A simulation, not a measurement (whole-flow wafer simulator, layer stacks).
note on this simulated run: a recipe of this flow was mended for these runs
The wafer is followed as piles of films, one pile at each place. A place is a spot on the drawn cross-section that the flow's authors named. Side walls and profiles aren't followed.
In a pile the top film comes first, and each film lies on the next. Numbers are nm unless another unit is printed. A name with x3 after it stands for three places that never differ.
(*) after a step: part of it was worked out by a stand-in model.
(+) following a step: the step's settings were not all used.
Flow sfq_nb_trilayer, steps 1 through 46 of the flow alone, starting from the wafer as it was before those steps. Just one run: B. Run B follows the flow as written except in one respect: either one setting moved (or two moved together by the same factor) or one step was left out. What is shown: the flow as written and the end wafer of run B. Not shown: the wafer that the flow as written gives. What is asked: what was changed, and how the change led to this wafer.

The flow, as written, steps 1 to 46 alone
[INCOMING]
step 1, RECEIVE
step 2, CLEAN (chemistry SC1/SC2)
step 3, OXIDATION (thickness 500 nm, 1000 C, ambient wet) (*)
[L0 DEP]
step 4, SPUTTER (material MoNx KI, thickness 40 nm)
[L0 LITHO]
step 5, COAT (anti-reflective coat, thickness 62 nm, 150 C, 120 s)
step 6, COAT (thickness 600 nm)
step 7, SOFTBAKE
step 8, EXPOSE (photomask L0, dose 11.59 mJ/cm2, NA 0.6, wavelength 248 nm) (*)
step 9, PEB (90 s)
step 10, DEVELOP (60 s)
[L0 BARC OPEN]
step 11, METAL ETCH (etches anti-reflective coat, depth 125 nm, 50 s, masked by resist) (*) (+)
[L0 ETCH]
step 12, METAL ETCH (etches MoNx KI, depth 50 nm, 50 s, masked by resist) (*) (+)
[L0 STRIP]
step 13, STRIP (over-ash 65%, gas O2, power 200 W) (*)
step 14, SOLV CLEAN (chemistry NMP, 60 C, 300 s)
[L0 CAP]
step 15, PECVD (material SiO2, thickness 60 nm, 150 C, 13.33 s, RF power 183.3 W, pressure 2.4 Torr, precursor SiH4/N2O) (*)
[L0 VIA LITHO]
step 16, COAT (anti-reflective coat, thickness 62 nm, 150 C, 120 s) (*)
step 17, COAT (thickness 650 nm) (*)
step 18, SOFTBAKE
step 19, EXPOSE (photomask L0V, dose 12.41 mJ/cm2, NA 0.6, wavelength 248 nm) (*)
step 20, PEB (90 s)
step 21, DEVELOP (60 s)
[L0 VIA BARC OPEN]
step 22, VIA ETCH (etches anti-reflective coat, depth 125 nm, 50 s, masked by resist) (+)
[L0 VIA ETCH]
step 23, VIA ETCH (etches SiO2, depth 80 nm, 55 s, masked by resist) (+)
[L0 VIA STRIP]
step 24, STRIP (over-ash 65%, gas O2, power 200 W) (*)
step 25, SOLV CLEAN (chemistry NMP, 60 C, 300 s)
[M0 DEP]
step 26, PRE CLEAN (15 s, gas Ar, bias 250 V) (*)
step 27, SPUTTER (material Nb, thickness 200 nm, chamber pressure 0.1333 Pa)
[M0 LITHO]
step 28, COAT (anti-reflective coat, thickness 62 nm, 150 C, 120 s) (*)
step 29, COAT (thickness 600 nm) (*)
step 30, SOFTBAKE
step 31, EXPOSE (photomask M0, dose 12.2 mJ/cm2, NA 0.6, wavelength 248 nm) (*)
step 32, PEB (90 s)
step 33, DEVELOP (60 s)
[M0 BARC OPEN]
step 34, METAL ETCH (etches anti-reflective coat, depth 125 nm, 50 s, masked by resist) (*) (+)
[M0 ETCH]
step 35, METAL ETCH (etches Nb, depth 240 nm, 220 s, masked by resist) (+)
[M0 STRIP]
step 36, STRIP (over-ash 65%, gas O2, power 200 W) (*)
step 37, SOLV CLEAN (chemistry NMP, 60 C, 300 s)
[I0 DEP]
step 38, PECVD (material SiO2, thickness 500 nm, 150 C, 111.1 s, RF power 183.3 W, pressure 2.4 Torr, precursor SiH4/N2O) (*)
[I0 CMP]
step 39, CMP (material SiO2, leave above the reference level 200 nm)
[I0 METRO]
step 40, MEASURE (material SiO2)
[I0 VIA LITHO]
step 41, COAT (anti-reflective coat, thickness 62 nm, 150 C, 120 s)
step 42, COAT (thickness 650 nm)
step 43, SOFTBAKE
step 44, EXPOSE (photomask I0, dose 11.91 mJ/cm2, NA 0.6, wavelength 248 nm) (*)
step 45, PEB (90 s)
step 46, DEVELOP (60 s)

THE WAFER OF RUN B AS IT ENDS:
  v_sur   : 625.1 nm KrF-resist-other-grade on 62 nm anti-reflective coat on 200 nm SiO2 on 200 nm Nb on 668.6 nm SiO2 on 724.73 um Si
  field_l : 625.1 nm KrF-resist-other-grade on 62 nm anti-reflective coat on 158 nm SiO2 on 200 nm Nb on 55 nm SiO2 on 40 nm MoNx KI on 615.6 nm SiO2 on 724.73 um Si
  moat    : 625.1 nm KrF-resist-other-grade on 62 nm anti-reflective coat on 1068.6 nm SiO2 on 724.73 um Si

The reason: step 3, OXIDATION: 1035 C was run, though the flow has 1000 C.

How this came from the change, step by step:
  step 3, OXIDATION (thickness 500 nm, 1000 C, ambient wet) (*)
      field_l, v_sur, via_wl and 103 more: SiO2 gains 615.6 (new film), chemical SiO2 loses 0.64 (all of it), Si loses 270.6 (in the flow as written it would be: SiO2 gains 500 (new film), chemical SiO2 loses 0.64 (all of it), Si loses 219.7)
